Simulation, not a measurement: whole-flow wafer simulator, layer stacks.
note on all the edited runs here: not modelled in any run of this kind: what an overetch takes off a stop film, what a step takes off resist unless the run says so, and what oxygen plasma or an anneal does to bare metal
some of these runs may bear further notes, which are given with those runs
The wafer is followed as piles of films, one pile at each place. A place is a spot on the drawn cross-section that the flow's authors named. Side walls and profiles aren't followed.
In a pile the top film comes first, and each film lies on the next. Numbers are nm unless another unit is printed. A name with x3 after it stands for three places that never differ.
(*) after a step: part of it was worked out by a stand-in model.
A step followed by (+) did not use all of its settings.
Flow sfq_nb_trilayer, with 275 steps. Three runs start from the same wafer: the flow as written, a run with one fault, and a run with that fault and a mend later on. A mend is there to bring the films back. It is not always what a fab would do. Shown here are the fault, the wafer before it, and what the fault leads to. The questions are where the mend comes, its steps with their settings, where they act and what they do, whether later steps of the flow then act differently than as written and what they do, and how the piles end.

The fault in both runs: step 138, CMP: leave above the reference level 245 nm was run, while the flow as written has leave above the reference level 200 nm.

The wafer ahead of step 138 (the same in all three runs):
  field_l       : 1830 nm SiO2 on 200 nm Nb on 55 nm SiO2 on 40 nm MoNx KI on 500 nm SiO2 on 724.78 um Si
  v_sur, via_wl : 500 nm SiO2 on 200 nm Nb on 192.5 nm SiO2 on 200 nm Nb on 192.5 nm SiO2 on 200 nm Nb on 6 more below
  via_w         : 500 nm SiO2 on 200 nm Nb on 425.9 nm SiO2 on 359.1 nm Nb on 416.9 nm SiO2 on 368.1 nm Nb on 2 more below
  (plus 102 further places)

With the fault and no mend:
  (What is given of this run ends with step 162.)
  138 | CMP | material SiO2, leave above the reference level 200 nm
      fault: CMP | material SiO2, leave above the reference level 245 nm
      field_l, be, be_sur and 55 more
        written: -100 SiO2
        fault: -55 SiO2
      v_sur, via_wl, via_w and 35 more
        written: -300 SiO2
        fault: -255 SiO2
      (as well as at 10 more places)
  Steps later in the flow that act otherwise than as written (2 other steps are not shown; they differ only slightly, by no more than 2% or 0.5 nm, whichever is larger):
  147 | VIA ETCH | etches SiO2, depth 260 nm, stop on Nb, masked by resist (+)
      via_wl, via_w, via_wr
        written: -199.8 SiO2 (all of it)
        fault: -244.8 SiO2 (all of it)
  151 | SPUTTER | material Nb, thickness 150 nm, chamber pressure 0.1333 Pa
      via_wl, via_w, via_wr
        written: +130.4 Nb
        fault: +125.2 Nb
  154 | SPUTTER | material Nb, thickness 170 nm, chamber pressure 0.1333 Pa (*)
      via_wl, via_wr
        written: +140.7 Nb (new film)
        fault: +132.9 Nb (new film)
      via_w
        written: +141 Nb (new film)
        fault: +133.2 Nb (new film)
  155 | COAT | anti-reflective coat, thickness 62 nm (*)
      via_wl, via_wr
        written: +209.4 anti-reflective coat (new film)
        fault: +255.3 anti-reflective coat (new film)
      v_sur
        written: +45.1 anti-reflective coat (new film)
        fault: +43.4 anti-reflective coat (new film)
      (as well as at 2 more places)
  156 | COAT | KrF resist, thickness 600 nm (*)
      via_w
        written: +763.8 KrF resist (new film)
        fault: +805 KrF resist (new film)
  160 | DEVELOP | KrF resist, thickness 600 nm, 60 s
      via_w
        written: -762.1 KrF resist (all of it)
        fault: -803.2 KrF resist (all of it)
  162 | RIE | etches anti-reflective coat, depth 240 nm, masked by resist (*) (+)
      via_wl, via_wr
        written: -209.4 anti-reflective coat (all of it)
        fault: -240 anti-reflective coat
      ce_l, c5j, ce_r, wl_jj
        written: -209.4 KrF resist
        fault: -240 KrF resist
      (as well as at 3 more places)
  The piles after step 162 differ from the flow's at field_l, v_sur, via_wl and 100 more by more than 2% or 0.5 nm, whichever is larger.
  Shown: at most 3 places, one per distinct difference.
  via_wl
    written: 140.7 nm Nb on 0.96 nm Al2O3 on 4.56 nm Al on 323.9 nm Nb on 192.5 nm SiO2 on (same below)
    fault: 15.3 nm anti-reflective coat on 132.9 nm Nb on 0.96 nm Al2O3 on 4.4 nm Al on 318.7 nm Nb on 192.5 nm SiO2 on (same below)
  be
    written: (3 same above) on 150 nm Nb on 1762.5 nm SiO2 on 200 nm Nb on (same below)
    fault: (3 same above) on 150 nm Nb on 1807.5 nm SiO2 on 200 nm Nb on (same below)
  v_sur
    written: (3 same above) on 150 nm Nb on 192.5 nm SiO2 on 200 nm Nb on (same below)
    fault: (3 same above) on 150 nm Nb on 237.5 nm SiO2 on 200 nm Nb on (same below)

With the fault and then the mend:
  After step 139 comes the mend.
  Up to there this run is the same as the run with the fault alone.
  139a | CMP | material SiO2, leave above the reference level 200 nm (a further turn of the flow's step 138)
      field_l, v_sur, via_wl and 103 more
        -45 SiO2
  None of the later steps of the flow acts differently than as written at any place that is followed.
  At every place that both follow, the piles at the end match the flow's.
